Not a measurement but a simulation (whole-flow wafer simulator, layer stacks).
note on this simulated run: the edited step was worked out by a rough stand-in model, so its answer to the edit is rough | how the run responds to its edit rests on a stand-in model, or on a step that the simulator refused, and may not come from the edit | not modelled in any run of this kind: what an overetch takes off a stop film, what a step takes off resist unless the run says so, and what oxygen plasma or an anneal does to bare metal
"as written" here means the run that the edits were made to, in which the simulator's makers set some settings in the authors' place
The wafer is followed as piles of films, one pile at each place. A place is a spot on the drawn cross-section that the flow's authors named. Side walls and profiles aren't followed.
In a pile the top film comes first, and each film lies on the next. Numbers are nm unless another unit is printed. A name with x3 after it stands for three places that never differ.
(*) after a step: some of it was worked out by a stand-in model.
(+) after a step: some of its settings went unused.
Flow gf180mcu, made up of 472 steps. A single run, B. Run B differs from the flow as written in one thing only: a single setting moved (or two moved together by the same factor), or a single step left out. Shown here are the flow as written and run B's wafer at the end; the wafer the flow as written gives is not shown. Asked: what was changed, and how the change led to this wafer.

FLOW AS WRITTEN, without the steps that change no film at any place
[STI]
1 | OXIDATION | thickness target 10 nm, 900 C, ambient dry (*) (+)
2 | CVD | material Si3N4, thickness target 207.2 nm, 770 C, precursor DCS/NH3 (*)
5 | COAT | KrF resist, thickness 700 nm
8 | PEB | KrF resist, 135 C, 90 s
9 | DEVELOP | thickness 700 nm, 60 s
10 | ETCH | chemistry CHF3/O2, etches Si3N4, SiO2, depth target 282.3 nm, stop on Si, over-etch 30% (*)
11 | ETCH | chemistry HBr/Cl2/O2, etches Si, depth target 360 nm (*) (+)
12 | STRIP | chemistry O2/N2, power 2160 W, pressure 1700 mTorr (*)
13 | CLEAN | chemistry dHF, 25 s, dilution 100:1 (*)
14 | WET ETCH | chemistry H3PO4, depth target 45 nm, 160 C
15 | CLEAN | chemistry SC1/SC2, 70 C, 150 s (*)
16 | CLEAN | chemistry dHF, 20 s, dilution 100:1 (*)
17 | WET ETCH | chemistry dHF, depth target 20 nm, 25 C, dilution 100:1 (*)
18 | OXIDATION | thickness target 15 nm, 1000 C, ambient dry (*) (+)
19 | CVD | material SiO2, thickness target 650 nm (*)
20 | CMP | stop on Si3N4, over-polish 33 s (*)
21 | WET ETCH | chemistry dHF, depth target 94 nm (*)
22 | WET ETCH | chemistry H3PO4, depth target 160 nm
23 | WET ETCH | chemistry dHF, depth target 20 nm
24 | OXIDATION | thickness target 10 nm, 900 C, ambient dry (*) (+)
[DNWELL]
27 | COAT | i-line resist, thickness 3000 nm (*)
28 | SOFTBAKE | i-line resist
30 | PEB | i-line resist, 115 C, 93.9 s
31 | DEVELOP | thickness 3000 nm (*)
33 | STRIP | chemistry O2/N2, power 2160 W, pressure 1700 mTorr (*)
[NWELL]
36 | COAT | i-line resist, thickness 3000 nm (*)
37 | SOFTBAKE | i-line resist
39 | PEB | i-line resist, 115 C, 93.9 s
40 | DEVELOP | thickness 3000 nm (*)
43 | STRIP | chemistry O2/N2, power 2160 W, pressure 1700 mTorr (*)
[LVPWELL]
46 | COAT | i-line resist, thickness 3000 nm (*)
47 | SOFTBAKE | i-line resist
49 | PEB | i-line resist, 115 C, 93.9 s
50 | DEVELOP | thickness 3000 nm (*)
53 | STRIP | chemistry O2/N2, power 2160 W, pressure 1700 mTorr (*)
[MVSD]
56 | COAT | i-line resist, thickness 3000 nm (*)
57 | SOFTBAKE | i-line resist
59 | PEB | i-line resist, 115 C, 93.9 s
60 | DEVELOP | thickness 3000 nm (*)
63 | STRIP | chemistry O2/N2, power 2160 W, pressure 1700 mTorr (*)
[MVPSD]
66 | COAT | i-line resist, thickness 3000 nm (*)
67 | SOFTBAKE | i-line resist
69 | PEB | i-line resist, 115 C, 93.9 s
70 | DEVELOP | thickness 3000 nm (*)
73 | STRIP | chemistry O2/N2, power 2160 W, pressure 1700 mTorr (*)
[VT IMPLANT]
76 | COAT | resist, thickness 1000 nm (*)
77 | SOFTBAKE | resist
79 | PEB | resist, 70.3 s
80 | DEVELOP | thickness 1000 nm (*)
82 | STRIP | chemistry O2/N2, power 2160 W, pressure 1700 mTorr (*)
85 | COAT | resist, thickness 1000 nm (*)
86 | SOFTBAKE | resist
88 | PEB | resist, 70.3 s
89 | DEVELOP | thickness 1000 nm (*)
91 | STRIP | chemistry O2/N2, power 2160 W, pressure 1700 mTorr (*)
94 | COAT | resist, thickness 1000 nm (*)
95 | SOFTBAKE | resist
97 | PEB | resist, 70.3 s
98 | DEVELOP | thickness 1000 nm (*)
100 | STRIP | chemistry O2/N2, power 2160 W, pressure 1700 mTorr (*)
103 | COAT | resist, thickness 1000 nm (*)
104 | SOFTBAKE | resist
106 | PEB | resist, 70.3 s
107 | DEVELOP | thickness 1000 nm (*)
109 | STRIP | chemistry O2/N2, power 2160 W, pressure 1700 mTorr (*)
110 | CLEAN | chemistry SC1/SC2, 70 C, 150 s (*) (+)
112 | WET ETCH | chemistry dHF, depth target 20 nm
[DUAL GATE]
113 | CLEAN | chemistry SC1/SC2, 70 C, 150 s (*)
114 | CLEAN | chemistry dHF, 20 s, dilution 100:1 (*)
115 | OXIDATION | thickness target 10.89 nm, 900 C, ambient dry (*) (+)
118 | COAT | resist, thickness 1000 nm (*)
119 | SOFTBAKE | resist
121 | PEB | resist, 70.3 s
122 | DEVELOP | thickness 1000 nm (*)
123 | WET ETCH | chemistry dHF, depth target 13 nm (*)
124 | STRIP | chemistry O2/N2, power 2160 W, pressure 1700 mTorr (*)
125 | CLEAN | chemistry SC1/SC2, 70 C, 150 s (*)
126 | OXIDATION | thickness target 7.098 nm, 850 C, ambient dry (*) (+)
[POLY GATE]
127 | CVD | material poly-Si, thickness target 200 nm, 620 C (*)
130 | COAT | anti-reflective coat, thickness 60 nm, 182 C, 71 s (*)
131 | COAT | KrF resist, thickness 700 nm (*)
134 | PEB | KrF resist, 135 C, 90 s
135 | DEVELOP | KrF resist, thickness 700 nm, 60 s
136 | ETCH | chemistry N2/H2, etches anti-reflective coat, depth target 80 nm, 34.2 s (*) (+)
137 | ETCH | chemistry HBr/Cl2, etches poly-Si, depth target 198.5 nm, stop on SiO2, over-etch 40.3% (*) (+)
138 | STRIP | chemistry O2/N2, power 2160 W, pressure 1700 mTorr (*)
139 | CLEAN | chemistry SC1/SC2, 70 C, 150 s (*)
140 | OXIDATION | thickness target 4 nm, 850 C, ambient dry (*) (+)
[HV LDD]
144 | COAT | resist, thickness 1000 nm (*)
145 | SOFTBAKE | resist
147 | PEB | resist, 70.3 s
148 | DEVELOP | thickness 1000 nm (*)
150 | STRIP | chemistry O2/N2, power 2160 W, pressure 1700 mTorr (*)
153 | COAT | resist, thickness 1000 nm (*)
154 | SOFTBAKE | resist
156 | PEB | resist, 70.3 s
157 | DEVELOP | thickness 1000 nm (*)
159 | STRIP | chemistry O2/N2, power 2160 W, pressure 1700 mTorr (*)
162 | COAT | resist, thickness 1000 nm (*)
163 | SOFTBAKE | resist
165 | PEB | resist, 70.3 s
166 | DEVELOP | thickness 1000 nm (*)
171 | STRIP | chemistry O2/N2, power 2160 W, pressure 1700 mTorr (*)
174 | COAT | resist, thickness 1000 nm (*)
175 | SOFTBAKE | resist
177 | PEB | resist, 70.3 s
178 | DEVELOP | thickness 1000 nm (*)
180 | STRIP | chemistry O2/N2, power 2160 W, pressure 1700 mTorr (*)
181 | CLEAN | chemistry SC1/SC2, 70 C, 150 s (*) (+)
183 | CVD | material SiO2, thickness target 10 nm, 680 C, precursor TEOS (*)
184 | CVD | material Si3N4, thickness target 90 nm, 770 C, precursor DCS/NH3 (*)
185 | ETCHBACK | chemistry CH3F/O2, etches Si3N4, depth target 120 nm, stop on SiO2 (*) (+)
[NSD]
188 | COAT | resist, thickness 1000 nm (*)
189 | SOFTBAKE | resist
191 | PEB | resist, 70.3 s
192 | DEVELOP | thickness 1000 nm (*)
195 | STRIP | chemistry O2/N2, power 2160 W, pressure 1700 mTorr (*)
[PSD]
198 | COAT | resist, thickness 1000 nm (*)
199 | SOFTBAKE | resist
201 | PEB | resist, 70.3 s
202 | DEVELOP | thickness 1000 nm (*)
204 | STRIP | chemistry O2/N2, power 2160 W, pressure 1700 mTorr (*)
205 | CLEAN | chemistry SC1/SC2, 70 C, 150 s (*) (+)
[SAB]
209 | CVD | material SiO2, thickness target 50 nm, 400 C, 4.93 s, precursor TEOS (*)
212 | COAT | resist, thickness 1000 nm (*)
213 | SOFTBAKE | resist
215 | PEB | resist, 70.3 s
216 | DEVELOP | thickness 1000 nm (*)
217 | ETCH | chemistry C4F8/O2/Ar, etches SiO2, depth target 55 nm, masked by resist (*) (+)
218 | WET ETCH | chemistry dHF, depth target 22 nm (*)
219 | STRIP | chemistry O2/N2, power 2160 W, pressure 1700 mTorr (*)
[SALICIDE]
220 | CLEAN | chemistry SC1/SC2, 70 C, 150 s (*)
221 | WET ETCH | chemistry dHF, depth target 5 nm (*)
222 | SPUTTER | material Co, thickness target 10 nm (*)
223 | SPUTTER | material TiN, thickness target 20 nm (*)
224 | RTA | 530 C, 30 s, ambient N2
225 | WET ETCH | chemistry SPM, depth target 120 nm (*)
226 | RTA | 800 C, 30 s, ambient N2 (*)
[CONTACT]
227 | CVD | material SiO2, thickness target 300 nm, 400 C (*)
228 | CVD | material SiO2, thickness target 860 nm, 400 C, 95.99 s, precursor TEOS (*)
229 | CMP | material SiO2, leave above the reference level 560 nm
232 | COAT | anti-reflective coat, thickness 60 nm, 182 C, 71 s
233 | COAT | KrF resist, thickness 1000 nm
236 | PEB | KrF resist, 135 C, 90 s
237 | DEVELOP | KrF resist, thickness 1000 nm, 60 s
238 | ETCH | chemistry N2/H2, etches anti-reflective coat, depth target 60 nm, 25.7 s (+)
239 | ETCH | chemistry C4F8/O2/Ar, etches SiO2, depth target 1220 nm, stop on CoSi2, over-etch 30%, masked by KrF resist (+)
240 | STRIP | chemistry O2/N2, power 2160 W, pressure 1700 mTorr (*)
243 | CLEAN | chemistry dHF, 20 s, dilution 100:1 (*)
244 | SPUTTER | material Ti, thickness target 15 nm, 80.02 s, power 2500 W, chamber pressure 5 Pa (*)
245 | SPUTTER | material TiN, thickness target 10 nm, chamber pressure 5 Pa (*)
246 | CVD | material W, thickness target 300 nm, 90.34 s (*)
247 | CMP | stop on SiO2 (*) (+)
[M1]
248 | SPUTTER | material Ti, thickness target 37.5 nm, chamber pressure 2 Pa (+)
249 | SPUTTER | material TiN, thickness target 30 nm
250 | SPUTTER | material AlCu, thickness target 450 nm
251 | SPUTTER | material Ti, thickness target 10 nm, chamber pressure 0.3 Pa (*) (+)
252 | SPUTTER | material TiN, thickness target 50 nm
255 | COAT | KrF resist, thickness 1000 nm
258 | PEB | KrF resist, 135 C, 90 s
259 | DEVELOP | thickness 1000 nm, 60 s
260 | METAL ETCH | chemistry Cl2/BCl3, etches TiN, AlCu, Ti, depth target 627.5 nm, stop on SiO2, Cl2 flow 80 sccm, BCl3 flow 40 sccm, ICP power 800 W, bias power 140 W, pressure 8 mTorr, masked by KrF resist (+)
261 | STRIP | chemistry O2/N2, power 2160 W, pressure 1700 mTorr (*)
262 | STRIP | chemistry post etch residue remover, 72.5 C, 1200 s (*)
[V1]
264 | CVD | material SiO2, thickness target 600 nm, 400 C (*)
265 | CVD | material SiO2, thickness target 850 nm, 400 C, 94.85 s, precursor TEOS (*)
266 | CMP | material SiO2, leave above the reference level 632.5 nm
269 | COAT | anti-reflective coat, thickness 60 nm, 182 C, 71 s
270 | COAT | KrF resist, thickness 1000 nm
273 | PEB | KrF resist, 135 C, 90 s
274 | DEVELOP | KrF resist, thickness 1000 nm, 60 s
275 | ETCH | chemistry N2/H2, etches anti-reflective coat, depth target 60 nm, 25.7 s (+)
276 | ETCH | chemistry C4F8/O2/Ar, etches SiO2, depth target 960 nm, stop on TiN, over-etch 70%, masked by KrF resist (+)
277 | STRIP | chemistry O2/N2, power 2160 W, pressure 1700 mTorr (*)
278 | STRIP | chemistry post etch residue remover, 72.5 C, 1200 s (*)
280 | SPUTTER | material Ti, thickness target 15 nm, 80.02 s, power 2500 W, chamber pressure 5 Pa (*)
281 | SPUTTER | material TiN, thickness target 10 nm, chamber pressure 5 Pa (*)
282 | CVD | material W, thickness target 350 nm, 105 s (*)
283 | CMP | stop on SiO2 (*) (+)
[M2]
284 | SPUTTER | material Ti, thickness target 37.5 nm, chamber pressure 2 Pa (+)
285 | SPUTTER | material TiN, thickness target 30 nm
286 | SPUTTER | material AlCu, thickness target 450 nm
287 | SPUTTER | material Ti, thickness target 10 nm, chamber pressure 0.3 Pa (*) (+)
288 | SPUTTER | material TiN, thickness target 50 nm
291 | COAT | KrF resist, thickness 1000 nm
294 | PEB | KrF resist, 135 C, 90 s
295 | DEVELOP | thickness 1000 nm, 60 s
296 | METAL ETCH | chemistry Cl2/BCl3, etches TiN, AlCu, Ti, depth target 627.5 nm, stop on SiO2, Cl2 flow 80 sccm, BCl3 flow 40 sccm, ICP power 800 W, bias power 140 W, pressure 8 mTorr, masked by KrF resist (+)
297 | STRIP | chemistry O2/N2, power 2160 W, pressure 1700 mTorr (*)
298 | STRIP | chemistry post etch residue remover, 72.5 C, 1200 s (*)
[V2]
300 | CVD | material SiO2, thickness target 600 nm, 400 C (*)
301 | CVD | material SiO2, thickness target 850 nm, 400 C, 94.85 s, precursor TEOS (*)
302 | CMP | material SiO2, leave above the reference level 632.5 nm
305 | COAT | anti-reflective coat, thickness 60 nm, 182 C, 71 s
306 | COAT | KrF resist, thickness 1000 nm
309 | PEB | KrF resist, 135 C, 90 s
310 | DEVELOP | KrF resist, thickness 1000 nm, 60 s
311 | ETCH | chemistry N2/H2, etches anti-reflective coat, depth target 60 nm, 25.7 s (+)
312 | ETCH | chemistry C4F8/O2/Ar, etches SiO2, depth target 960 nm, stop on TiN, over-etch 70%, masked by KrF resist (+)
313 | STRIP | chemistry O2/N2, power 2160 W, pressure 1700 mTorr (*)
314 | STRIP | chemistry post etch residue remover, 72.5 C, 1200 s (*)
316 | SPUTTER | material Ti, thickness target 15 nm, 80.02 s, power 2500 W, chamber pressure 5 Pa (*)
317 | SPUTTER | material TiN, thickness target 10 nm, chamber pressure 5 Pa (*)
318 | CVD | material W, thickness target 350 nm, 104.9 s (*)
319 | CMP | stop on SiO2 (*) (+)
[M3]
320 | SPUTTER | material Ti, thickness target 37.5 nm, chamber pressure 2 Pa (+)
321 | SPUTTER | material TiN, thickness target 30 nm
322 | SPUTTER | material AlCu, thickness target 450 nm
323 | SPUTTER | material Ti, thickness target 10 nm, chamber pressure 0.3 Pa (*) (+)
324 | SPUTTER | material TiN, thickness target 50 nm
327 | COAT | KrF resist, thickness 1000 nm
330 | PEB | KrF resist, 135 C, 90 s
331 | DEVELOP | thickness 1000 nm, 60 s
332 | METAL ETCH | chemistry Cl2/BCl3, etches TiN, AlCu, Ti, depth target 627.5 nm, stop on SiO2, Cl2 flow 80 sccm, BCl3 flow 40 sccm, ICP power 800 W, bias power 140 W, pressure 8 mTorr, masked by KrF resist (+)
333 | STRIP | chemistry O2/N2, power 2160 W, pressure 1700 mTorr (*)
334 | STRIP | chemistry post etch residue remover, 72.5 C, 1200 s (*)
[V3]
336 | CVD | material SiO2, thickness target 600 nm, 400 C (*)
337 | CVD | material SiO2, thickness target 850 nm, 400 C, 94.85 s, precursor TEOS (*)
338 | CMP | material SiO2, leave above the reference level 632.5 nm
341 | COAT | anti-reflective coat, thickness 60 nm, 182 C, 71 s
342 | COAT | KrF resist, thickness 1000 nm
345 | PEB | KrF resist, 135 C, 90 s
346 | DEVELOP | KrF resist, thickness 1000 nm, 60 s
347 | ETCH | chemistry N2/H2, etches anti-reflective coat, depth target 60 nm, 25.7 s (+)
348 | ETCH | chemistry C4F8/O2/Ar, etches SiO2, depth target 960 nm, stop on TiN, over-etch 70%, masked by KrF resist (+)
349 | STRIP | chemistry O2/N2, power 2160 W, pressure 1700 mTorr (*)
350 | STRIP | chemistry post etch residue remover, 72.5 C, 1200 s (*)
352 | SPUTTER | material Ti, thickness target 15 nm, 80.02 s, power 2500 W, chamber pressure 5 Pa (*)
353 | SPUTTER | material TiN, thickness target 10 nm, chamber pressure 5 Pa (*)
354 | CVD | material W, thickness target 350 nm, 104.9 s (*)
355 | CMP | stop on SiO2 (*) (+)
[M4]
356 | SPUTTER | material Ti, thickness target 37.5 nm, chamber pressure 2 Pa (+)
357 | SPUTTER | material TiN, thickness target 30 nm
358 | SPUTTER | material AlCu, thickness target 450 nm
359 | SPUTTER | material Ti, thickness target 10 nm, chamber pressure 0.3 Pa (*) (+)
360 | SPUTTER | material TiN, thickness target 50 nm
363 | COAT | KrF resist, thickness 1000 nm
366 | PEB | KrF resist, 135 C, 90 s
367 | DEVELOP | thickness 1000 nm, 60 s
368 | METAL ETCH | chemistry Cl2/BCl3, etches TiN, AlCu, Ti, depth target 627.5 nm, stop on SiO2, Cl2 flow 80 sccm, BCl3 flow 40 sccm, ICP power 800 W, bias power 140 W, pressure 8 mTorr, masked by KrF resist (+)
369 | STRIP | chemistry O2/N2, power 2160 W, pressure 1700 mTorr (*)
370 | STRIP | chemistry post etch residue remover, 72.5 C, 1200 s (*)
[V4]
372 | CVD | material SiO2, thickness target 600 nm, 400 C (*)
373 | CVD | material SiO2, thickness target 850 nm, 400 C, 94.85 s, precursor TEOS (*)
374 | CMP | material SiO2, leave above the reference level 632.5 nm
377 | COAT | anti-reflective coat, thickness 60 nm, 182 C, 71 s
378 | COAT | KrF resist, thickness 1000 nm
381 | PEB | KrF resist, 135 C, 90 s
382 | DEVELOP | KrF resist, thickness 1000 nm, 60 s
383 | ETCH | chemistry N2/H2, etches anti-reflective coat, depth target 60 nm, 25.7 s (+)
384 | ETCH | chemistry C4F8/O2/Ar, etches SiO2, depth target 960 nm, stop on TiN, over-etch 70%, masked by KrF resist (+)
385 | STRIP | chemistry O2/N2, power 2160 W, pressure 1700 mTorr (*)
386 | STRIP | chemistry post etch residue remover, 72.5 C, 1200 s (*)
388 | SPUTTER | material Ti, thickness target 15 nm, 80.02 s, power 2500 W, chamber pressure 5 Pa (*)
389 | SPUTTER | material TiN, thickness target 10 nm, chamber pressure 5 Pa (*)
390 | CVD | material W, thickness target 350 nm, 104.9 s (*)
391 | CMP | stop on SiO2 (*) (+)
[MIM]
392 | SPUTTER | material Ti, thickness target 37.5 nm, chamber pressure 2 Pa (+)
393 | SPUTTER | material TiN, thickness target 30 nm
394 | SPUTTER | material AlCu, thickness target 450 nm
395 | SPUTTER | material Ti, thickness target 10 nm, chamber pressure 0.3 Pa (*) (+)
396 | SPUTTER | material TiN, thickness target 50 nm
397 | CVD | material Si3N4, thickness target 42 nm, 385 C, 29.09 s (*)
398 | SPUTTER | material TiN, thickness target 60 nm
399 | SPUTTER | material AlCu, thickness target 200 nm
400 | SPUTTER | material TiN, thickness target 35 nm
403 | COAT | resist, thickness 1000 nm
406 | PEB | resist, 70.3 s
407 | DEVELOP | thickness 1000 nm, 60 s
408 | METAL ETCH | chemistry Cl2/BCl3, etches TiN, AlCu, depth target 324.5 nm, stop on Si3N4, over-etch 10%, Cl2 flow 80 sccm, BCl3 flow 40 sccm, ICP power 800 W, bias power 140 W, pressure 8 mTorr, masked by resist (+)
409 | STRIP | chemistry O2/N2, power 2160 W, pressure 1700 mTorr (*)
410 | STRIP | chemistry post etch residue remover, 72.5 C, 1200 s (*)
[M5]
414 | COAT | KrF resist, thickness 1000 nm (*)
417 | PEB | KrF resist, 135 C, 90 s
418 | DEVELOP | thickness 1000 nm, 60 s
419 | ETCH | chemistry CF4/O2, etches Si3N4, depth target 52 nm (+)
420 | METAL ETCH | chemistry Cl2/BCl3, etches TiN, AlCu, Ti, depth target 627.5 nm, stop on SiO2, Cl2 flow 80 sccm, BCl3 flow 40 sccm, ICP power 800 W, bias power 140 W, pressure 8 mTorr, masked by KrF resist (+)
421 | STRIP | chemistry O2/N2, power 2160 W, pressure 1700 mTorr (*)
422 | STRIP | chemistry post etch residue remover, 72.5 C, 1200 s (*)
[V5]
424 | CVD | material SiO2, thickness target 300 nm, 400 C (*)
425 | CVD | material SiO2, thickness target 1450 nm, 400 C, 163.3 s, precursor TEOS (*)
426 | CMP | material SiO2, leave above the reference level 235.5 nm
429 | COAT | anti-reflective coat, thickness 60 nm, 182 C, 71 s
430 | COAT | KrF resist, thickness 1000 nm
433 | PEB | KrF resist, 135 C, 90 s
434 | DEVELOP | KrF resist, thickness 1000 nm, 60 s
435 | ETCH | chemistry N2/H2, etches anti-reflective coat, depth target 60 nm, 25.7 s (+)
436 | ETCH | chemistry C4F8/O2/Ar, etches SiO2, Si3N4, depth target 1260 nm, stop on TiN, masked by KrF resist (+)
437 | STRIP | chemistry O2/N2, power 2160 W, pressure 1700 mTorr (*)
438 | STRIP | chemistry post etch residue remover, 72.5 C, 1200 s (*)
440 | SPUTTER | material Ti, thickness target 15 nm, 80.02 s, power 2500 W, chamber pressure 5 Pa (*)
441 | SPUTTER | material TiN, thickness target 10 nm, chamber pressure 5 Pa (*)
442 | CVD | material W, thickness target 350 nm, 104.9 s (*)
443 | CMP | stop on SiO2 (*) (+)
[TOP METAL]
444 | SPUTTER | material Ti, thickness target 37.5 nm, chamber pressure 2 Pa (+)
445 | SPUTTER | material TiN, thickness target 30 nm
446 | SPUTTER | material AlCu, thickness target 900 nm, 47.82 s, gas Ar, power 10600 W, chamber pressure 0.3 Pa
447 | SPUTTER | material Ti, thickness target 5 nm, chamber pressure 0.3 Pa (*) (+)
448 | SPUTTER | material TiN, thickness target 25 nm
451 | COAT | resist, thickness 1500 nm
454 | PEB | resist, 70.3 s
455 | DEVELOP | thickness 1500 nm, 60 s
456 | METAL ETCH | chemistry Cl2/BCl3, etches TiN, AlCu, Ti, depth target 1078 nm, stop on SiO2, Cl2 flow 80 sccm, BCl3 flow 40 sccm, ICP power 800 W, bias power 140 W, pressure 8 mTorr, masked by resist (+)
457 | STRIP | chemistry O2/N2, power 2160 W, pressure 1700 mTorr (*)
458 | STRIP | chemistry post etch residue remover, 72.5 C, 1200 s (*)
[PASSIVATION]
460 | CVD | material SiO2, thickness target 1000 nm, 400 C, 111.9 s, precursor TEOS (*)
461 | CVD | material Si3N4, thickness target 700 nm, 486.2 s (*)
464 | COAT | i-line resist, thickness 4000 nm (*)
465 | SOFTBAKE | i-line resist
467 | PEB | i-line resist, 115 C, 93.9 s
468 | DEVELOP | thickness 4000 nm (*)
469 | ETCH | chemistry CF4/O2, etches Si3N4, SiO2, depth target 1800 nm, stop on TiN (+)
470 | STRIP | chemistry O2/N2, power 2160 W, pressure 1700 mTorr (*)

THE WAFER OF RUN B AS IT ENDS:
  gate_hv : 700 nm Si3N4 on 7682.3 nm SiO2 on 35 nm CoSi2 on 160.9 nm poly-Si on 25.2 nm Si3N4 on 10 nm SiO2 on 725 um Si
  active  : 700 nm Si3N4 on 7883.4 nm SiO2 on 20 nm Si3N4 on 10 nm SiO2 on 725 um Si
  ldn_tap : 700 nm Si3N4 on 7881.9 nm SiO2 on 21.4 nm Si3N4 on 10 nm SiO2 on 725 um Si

Cause: step 2, CVD: thickness target 246.5 nm was run, while the flow as written has thickness target 207.2 nm.

The path from the change to this, step by step:
  2 | CVD | material Si3N4, thickness target 207.2 nm, 770 C, precursor DCS/NH3 (*)
      field, field_sub, active and 77 more: Si3N4 gains 246.5 (new film) (as written it would have been: Si3N4 gains 207.2 (new film))
  10 | ETCH | chemistry CHF3/O2, etches Si3N4, SiO2, depth target 282.3 nm, stop on Si, over-etch 30% (*)
      field, field_sub, sti and 34 more: Si3N4 loses 246.5 (all of it), SiO2 loses 10 (all of it), Si loses 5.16 (as written it would have been: Si3N4 loses 207.2 (all of it), SiO2 loses 10 (all of it), Si loses 13)
  11 | ETCH | chemistry HBr/Cl2/O2, etches Si, depth target 360 nm (*) (+)
      active, n_well, p_well and 40 more: KrF resist loses 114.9 (as written it would have been: KrF resist loses 112.3)
      field, field_sub, sti and 34 more: Si loses 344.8 (as written it would have been: Si loses 337)
  19 | CVD | material SiO2, thickness target 650 nm (*)
      m1, ld_fp_n, ld_drift_n and 8 more: SiO2 gains 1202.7 (as written it would have been: SiO2 gains 1163.4)
  20 | CMP | stop on Si3N4, over-polish 33 s (*)
      sti, mim_1p0, pad and 11 more: SiO2 loses 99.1 (as written it would have been: SiO2 loses 138.5)
      nw_enc_fld, nw_enc_fld_lv: SiO2 loses 103.1 (as written it would have been: SiO2 loses 142.5)
      (as well as at 10 more places)
  22 | WET ETCH | chemistry H3PO4, depth target 160 nm
      active, n_well, p_well and 40 more: Si3N4 loses 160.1 (as written it would have been: Si3N4 loses 150.8 (all of it), SiO2 loses 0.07)
  23 | WET ETCH | chemistry dHF, depth target 20 nm
      active, n_well, p_well and 40 more: Si3N4 loses 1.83 (as written it would have been: SiO2 loses 9.93 (all of it))
  24 | OXIDATION | thickness target 10 nm, 900 C, ambient dry (*) (+)
      active, n_well, p_well and 40 more: nothing (as written it would have been: SiO2 gains 10 (new film), Si loses 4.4)
  28 | SOFTBAKE | i-line resist
      ldn_fp, ldn_drn: i-line resist gains 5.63 (as written it would have been: i-line resist gains 4.83)
      active_nat: i-line resist gains 3.39 (as written it would have been: i-line resist gains 2.84)
      (as well as at 18 more places)
  37 | SOFTBAKE | i-line resist
      ldn_fp, ldn_drn: i-line resist gains 5.63 (as written it would have been: i-line resist gains 4.83)
      active_nat: i-line resist gains 3.39 (as written it would have been: i-line resist gains 2.84)
      (as well as at 18 more places)
  47 | SOFTBAKE | i-line resist
      ldn_fp, ldn_drn: i-line resist gains 5.63 (as written it would have been: i-line resist gains 4.83)
      active_nat: i-line resist gains 3.39 (as written it would have been: i-line resist gains 2.84)
      (as well as at 18 more places)
  57 | SOFTBAKE | i-line resist
      ldn_fp, ldn_drn: i-line resist gains 5.63 (as written it would have been: i-line resist gains 4.83)
      active_nat: i-line resist gains 3.39 (as written it would have been: i-line resist gains 2.84)
      (as well as at 18 more places)
  67 | SOFTBAKE | i-line resist
      ldn_fp, ldn_drn: i-line resist gains 5.63 (as written it would have been: i-line resist gains 4.83)
      active_nat: i-line resist gains 3.39 (as written it would have been: i-line resist gains 2.84)
      (as well as at 18 more places)
  112 | WET ETCH | chemistry dHF, depth target 20 nm
      active, n_well, p_well and 40 more: Si3N4 loses 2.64 (as written it would have been: SiO2 loses 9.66 (all of it))
  113 | CLEAN | chemistry SC1/SC2, 70 C, 150 s (*)
      active, n_well, p_well and 40 more: nothing (as written it would have been: chemical SiO2 gains 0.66 (new film), Si loses 1.83)
  114 | CLEAN | chemistry dHF, 20 s, dilution 100:1 (*)
      active, n_well, p_well and 40 more: Si3N4 loses 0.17 (as written it would have been: chemical SiO2 loses 0.66 (all of it))
  ... another 28 steps ...
  471 | ANNEAL | 400 C, 1800 s, ambient N2/H2
      contact: under 49 films: void gains 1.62 (new film), Ti loses 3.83, TiSi first gains 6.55 (new film), Si loses 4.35 (as written it would have been: nothing)
With metal films that touch counted as one body, active has 0 bodies; the flow as written gives 1 body.
With metal films that touch counted as one body, ldn_tap has 0 bodies; the flow as written gives 1 body.
